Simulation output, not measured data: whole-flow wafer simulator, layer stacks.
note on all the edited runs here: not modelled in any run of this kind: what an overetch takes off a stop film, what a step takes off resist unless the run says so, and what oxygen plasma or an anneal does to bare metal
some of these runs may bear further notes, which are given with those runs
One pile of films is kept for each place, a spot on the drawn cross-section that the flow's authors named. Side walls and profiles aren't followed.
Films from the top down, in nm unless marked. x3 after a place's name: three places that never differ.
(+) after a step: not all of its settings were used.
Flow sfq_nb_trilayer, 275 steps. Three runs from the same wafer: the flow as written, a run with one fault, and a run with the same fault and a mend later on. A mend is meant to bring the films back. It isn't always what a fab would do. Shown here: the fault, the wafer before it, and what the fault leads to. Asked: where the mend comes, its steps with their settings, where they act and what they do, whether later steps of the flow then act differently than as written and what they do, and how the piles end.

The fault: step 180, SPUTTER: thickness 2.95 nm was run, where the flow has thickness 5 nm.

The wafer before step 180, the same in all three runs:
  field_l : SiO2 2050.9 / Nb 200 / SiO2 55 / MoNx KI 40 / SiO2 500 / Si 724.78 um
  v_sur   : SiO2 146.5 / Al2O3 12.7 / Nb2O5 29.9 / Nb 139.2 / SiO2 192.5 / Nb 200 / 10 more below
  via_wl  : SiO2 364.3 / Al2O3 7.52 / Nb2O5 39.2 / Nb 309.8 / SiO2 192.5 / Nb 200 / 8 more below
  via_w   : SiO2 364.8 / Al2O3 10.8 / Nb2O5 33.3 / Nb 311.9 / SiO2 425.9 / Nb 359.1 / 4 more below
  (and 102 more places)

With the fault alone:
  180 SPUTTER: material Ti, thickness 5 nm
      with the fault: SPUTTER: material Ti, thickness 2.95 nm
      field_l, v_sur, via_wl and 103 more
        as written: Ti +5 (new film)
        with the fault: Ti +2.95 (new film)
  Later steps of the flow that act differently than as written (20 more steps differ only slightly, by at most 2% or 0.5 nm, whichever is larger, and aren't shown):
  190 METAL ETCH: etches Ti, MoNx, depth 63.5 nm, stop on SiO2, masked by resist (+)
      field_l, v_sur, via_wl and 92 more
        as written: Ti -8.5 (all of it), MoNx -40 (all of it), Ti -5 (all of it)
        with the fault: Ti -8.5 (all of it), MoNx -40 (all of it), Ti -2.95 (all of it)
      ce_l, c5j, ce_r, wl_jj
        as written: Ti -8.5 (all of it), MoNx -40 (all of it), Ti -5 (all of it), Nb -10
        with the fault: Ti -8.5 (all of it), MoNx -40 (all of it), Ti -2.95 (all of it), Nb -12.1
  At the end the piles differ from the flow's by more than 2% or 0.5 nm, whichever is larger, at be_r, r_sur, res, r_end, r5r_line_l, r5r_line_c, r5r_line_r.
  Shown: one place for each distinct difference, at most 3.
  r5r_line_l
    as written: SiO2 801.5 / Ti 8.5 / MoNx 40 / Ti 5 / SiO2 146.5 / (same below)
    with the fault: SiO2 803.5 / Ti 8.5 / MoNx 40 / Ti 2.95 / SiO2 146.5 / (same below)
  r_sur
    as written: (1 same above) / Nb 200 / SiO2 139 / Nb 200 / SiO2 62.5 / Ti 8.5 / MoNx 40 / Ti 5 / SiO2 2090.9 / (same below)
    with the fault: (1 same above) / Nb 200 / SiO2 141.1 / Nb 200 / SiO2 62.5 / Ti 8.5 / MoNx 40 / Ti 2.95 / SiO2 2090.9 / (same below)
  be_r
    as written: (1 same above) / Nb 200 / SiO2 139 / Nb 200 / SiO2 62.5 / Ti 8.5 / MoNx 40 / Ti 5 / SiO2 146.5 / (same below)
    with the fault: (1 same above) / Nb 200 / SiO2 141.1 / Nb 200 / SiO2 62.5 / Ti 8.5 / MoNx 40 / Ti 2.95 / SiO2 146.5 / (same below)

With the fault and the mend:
  The mend comes after step 180.
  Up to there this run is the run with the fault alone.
  180a SPUTTER: material Ti, thickness 2.05 nm (the flow's step 180 once more, with other settings)
      field_l, v_sur, via_wl and 103 more
        Ti +2.05
  No later step of the flow acts differently than as written at any place that is followed.
  At the end the piles are the same as the flow's at every place that both follow.
